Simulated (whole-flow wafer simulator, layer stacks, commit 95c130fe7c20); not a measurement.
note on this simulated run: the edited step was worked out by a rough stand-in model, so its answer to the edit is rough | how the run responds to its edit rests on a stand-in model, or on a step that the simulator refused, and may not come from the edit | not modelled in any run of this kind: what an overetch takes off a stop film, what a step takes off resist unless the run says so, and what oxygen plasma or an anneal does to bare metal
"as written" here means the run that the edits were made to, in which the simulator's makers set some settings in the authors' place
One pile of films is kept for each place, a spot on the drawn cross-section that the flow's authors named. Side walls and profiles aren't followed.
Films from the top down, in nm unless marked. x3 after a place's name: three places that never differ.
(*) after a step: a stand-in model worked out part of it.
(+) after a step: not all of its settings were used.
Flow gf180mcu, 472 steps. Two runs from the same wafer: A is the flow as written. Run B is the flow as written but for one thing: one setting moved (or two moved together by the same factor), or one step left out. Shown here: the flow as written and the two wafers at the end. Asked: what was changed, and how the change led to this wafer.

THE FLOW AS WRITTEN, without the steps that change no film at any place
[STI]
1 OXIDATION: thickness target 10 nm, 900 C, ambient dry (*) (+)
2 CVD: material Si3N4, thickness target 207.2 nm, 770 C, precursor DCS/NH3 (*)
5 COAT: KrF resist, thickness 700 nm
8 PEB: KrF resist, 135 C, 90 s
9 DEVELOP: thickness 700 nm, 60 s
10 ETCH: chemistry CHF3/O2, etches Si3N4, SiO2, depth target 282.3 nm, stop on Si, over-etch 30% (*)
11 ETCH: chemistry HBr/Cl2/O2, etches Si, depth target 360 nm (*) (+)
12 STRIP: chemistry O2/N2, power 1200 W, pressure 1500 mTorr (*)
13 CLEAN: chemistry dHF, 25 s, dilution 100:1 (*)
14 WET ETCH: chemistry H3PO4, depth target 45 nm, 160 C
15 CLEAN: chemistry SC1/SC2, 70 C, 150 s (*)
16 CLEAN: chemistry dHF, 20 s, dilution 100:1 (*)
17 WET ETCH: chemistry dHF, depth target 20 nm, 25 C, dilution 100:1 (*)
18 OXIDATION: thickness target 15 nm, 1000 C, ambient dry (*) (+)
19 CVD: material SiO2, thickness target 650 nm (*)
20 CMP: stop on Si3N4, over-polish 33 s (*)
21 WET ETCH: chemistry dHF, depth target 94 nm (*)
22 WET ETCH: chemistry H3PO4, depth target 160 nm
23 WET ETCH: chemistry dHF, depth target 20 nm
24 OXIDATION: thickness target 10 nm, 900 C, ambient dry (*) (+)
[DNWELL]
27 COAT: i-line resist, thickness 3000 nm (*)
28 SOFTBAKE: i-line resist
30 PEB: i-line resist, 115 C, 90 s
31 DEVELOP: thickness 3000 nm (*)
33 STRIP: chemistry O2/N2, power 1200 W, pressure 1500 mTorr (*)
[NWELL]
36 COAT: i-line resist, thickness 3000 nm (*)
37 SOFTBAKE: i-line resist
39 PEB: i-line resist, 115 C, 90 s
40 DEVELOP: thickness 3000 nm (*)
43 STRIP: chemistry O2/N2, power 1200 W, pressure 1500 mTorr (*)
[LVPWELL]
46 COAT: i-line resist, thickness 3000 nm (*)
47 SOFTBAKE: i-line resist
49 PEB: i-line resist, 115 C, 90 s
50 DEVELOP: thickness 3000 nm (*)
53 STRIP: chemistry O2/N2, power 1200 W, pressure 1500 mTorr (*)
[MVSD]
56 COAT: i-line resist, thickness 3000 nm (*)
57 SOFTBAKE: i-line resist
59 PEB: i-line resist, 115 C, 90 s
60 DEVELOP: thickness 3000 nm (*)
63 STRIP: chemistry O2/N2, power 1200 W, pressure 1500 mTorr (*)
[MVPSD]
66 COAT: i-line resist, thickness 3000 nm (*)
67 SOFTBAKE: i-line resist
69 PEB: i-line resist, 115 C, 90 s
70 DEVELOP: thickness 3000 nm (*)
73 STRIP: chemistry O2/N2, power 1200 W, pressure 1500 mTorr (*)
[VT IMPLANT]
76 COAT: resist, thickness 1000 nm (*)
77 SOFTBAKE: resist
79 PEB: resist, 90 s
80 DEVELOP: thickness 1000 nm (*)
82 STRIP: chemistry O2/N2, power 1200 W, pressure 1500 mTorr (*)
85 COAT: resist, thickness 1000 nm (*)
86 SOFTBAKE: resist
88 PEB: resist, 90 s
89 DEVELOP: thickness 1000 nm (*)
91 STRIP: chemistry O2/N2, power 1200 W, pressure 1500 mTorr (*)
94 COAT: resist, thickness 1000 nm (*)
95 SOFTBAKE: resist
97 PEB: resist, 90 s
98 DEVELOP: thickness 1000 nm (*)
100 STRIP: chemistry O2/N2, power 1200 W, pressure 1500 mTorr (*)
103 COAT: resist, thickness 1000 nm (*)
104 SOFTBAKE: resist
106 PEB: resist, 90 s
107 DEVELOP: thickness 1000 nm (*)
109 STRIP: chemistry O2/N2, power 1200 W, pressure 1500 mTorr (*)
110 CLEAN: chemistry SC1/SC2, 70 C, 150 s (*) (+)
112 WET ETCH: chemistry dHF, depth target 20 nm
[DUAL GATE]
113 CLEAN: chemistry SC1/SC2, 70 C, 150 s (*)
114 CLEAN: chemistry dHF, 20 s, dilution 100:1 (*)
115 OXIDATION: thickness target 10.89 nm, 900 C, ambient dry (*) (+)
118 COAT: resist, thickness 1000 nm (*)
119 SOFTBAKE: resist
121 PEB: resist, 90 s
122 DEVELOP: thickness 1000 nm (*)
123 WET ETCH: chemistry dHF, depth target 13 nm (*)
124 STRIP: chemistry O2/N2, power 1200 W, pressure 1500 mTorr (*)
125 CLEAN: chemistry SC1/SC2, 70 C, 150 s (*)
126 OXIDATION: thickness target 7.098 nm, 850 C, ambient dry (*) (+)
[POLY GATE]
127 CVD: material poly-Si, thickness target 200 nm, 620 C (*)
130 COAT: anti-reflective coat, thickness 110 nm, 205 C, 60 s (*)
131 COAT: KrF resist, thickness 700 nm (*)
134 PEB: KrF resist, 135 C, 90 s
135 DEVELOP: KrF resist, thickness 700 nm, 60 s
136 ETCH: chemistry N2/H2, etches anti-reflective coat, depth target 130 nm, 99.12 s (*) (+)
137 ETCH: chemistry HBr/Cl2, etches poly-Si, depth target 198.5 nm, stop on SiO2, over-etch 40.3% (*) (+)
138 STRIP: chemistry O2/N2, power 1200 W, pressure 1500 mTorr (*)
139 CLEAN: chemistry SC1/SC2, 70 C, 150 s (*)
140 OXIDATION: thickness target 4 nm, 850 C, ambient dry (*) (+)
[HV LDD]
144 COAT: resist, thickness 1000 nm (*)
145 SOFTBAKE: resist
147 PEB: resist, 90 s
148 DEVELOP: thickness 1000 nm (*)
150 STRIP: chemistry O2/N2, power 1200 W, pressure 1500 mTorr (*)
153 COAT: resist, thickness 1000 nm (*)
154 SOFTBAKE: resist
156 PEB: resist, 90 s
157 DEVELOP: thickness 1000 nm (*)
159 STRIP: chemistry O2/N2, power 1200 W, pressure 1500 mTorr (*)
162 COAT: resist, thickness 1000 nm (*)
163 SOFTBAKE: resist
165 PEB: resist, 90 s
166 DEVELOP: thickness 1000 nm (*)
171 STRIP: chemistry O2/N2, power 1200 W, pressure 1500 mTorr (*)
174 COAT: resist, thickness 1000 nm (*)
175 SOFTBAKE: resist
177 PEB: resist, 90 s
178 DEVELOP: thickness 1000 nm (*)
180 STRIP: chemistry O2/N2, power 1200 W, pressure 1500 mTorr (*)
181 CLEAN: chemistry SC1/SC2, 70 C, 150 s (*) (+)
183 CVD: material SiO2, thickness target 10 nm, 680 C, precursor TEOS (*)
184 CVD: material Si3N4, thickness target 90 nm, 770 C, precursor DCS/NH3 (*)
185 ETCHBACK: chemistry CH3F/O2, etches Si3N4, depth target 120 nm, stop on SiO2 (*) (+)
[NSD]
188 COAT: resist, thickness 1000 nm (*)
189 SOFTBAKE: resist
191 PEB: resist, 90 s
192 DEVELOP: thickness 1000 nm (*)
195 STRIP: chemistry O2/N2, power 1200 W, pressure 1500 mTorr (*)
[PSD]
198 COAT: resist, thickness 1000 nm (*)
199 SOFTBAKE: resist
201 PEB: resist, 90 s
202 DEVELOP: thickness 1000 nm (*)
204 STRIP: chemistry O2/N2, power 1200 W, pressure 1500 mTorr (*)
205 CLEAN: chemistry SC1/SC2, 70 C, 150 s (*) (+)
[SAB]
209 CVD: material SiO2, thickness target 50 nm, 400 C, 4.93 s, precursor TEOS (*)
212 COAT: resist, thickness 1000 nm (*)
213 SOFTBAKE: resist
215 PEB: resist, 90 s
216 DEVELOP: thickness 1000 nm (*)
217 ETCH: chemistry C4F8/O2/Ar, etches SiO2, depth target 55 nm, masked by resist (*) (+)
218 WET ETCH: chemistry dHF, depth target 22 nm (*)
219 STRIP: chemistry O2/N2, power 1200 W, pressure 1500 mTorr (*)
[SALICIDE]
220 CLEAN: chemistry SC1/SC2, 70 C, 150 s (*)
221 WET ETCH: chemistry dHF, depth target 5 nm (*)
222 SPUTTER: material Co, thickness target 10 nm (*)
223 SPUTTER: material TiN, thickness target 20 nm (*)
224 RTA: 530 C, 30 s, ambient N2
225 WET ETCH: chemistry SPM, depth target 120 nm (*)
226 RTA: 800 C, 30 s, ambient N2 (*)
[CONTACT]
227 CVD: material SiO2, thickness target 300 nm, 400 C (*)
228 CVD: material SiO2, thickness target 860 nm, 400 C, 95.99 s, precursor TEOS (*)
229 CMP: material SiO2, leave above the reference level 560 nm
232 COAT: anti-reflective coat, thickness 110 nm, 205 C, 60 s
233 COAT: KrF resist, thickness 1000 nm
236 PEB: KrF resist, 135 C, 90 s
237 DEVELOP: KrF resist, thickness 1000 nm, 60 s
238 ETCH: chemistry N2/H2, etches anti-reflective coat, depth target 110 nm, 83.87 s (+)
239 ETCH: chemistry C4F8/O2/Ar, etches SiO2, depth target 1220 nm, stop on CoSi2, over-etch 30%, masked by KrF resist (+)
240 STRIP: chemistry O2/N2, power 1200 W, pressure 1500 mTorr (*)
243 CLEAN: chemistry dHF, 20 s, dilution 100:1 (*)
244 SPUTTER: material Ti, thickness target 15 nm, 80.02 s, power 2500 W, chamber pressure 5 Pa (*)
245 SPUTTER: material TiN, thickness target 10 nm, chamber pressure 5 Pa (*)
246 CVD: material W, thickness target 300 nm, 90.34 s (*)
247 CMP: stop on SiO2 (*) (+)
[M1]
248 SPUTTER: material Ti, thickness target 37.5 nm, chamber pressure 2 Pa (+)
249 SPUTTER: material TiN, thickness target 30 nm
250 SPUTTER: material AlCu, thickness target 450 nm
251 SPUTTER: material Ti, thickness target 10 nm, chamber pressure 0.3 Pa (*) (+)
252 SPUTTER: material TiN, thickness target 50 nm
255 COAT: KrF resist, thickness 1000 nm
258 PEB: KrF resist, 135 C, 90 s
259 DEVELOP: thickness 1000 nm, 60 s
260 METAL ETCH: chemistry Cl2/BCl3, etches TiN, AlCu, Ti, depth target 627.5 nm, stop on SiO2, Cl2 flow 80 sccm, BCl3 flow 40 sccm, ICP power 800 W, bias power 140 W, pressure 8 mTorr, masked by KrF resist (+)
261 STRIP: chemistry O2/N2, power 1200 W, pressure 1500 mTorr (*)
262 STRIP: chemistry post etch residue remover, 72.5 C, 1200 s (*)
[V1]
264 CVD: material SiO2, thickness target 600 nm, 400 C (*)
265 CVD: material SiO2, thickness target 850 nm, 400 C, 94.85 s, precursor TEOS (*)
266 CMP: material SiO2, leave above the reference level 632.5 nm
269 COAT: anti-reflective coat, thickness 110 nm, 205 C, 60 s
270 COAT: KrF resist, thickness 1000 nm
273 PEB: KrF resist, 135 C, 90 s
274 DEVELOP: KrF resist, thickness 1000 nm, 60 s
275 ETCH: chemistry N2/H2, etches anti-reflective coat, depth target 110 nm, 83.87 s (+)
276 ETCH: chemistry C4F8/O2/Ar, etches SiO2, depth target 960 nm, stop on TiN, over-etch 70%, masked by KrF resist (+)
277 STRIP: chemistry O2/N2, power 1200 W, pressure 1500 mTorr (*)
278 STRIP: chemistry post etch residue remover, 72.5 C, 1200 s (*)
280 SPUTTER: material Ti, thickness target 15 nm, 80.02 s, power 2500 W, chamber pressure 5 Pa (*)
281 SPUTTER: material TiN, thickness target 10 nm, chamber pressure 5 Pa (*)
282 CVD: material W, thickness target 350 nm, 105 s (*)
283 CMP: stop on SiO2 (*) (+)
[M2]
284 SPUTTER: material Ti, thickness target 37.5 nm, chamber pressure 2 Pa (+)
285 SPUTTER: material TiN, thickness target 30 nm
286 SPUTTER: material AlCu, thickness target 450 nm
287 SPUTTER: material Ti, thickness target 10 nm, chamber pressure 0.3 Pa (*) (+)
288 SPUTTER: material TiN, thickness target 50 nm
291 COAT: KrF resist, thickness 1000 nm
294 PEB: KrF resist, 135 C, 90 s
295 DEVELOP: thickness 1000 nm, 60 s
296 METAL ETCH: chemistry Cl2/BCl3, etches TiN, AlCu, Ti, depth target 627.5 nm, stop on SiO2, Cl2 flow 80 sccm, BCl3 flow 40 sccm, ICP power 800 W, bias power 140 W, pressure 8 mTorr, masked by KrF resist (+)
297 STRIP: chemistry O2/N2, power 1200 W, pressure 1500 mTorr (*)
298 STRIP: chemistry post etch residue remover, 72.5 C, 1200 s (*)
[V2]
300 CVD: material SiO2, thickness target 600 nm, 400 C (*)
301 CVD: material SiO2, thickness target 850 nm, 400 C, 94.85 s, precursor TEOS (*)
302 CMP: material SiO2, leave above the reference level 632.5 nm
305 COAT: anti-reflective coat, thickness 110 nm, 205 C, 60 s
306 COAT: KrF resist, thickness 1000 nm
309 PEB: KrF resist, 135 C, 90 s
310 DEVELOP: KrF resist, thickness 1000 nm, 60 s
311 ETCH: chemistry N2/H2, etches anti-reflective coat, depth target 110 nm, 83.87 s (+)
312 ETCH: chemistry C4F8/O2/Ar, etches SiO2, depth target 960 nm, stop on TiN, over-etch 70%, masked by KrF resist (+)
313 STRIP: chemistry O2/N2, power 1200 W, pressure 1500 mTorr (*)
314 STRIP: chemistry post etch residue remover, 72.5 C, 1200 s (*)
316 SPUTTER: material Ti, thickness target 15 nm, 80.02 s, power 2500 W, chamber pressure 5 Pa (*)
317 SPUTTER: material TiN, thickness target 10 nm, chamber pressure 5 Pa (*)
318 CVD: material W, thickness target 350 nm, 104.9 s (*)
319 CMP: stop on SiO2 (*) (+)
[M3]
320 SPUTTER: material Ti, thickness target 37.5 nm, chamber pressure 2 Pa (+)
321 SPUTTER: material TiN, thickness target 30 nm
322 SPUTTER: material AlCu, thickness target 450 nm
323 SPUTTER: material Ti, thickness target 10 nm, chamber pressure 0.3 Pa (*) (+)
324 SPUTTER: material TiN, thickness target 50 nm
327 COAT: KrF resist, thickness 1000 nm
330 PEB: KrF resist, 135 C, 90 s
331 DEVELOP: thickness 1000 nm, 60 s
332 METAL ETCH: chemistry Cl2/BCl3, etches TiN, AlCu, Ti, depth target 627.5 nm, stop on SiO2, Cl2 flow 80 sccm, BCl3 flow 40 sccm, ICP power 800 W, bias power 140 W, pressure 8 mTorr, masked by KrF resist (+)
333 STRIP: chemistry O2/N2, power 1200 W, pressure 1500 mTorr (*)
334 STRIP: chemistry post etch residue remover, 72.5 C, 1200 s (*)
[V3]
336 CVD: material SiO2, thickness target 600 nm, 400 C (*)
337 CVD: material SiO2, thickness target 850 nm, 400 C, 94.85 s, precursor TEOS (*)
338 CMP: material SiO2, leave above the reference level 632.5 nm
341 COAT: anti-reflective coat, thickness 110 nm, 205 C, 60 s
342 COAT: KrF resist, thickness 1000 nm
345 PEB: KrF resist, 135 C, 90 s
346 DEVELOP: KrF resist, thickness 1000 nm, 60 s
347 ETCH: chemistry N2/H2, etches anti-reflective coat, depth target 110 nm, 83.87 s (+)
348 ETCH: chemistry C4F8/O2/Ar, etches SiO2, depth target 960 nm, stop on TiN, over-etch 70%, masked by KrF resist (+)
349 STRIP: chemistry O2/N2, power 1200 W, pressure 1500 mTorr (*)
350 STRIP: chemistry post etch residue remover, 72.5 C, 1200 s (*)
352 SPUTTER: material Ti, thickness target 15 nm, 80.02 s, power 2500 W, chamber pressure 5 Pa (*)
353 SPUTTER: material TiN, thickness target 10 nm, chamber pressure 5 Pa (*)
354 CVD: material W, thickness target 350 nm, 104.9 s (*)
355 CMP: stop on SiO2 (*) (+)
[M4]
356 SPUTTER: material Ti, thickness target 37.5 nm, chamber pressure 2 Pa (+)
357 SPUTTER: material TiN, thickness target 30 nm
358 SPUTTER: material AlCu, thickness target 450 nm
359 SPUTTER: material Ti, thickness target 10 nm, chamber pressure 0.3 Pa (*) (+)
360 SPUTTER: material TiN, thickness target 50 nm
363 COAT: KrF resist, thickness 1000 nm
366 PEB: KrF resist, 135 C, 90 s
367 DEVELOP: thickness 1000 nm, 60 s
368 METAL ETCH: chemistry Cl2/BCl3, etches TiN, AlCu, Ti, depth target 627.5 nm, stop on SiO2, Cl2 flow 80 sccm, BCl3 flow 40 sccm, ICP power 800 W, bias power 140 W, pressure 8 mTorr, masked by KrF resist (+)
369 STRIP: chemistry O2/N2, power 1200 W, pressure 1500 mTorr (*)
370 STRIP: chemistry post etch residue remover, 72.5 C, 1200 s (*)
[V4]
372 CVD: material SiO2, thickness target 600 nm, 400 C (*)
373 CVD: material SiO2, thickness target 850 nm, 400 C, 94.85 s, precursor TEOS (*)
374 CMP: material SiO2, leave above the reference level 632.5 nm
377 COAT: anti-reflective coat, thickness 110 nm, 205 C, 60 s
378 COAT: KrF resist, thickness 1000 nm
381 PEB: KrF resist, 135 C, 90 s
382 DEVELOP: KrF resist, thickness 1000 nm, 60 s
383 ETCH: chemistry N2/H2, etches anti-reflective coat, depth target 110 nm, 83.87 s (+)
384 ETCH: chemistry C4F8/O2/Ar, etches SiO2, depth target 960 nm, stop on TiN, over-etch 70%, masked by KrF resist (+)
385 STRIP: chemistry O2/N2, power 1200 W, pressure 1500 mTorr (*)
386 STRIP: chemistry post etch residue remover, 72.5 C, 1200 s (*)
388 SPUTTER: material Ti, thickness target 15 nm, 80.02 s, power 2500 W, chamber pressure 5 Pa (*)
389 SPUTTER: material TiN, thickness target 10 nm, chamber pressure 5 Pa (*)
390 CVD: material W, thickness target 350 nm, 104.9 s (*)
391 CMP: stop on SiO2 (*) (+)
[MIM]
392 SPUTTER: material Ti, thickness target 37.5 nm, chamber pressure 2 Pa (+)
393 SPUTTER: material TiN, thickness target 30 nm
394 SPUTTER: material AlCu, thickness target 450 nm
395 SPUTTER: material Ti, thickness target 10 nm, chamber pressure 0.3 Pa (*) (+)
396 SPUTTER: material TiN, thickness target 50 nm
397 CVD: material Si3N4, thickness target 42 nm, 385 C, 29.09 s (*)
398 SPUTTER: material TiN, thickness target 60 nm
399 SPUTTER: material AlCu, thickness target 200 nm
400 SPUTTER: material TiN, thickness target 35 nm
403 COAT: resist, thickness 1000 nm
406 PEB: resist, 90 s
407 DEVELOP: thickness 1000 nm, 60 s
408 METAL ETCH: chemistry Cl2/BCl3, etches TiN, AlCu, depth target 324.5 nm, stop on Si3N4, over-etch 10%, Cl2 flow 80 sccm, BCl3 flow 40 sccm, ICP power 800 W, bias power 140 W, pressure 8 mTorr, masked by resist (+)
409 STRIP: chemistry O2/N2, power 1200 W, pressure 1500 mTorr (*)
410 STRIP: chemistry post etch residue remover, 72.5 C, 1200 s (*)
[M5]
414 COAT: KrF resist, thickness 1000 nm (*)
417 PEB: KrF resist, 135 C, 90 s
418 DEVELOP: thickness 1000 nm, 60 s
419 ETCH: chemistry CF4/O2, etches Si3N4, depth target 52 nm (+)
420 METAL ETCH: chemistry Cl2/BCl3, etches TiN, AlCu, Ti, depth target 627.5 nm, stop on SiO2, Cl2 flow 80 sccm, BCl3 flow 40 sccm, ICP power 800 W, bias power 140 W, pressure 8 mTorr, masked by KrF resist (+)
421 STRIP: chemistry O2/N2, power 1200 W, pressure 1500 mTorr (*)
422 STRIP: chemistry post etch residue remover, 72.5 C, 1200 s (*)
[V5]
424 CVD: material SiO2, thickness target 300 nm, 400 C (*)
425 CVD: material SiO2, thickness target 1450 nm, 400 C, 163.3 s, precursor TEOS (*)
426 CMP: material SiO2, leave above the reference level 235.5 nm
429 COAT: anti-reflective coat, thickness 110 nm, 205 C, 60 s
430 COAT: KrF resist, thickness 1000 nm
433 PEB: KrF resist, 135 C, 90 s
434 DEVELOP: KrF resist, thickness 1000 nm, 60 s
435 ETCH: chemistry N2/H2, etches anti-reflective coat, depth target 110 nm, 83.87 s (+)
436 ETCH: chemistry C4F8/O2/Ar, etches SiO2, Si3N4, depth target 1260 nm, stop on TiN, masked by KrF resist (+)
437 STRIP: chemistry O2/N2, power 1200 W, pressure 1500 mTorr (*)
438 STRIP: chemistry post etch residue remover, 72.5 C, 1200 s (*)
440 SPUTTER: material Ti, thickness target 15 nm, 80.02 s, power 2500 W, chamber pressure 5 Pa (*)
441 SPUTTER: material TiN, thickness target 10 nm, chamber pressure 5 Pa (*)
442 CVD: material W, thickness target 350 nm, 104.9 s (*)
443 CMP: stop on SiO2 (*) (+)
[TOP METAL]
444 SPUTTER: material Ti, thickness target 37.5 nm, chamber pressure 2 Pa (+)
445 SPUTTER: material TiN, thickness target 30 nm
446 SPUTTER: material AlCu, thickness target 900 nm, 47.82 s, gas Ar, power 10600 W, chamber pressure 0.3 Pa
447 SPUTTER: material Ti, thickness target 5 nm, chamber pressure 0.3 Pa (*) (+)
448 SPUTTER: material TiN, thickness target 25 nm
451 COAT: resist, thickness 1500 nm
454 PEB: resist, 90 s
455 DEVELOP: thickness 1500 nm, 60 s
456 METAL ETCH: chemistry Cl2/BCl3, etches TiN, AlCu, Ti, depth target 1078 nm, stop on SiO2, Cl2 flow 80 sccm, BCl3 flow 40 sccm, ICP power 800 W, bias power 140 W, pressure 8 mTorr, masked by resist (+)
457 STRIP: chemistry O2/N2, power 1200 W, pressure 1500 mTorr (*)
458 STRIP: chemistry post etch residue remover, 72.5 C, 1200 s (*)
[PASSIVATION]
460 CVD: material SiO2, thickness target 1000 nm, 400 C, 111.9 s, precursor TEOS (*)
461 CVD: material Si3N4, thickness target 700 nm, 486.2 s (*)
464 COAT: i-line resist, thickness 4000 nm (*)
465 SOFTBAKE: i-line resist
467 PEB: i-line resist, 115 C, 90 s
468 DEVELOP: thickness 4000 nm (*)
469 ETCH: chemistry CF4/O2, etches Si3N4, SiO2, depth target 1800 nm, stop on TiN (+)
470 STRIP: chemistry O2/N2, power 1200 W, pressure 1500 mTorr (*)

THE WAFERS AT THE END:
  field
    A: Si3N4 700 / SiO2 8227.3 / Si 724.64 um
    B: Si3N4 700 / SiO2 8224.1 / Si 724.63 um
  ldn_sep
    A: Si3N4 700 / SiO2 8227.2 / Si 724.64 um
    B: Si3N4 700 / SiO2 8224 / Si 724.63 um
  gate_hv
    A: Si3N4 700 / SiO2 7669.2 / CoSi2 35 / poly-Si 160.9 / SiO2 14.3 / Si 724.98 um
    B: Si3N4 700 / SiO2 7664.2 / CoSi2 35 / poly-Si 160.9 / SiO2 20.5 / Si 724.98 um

The cause: step 24, OXIDATION: 1020 C was run, where the flow has 900 C.

How the change led to this, step by step:
  24 OXIDATION: thickness target 10 nm, 900 C, ambient dry (*) (+)
      active, n_well, p_well and 40 more: A SiO2 +10 (new film), Si -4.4 | B SiO2 +31.7 (new film), Si -14
      sti, mim_1p0, pad and 17 more: A SiO2 +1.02, Si -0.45 | B SiO2 +4.48, Si -1.97
      (and at 17 more places)
  28 SOFTBAKE: i-line resist
      field: A i-line resist +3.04 | B i-line resist +2.12
      field_sub: A i-line resist +2.58 | B i-line resist +1.8
      (and at 41 more places)
  37 SOFTBAKE: i-line resist
      field: A i-line resist +3.04 | B i-line resist +2.12
      field_sub: A i-line resist +2.58 | B i-line resist +1.8
      (and at 41 more places)
  47 SOFTBAKE: i-line resist
      field: A i-line resist +3.04 | B i-line resist +2.12
      field_sub: A i-line resist +2.58 | B i-line resist +1.8
      (and at 41 more places)
  57 SOFTBAKE: i-line resist
      field: A i-line resist +3.04 | B i-line resist +2.12
      field_sub: A i-line resist +2.58 | B i-line resist +1.8
      (and at 41 more places)
  67 SOFTBAKE: i-line resist
      field: A i-line resist +3.04 | B i-line resist +2.12
      field_sub: A i-line resist +2.58 | B i-line resist +1.8
      (and at 41 more places)
  112 WET ETCH: chemistry dHF, depth target 20 nm
      active, n_well, p_well and 40 more: A SiO2 -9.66 (all of it) | B SiO2 -20
  113 CLEAN: chemistry SC1/SC2, 70 C, 150 s (*)
      active, n_well, p_well and 40 more: A chemical SiO2 +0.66 (new film), Si -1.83 | B SiO2 -0.34
  114 CLEAN: chemistry dHF, 20 s, dilution 100:1 (*)
      active, n_well, p_well and 40 more: A chemical SiO2 -0.66 (all of it) | B SiO2 -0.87
  115 OXIDATION: thickness target 10.89 nm, 900 C, ambient dry (*) (+)
      active, n_well, p_well and 40 more: A SiO2 +10.9 (new film), Si -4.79 | B SiO2 +7.23, Si -3.18
  123 WET ETCH: chemistry dHF, depth target 13 nm (*)
      active, n_well, p_well and 12 more: A SiO2 -10.9 (all of it) | B SiO2 -13
  124 STRIP: chemistry O2/N2, power 1200 W, pressure 1500 mTorr (*)
      active, n_well, p_well and 12 more: A chemical SiO2 +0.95 (new film), Si -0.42 | B nothing
  126 OXIDATION: thickness target 7.098 nm, 850 C, ambient dry (*) (+)
      active, n_well, p_well and 12 more: A SiO2 +7.1 (new film), chemical SiO2 -0.76 (all of it), Si -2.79 | B SiO2 +4.65, Si -2.05
  130 COAT: anti-reflective coat, thickness 110 nm, 205 C, 60 s (*)
      p_well, spacer, sd_n: A anti-reflective coat +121 (new film) | B anti-reflective coat +126 (new film)
      gate, sd_p: A anti-reflective coat +117 (new film) | B anti-reflective coat +120 (new film)
      (and at 9 more places)
  136 ETCH: chemistry N2/H2, etches anti-reflective coat, depth target 130 nm, 99.12 s (*) (+)
      p_well, spacer, sd_n: A anti-reflective coat -121 (all of it), poly-Si -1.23 | B anti-reflective coat -126 (all of it), poly-Si -1.1
      active: A anti-reflective coat -117.2 (all of it), poly-Si -1.33 | B anti-reflective coat -120.3 (all of it), poly-Si -1.25
      (and at 8 more places)
  138 STRIP: chemistry O2/N2, power 1200 W, pressure 1500 mTorr (*)
      gate: A chemical SiO2 +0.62 (new film), KrF resist -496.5 (all of it), anti-reflective coat -117 (all of it), poly-Si -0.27 | B chemical SiO2 +0.62 (new film), KrF resist -497 (all of it), anti-reflective coat -120 (all of it), poly-Si -0.27
      gate_p: A chemical SiO2 +0.62 (new film), KrF resist -496.2 (all of it), anti-reflective coat -117 (all of it), poly-Si -0.27 | B chemical SiO2 +0.62 (new film), KrF resist -496.7 (all of it), anti-reflective coat -119.9 (all of it), poly-Si -0.27
  ... 4 more steps ...
  229 CMP: material SiO2, leave above the reference level 560 nm
      ldn_sep__w1, ldn_sep__w2, ldn_dft and 8 more: A SiO2 -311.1 | B SiO2 -317.8
      sti, mim_1p0, pad, dice_street, iso_nw_fld, iso_fld_sub: A SiO2 -297 | B SiO2 -303.6
      (and at 36 more places)
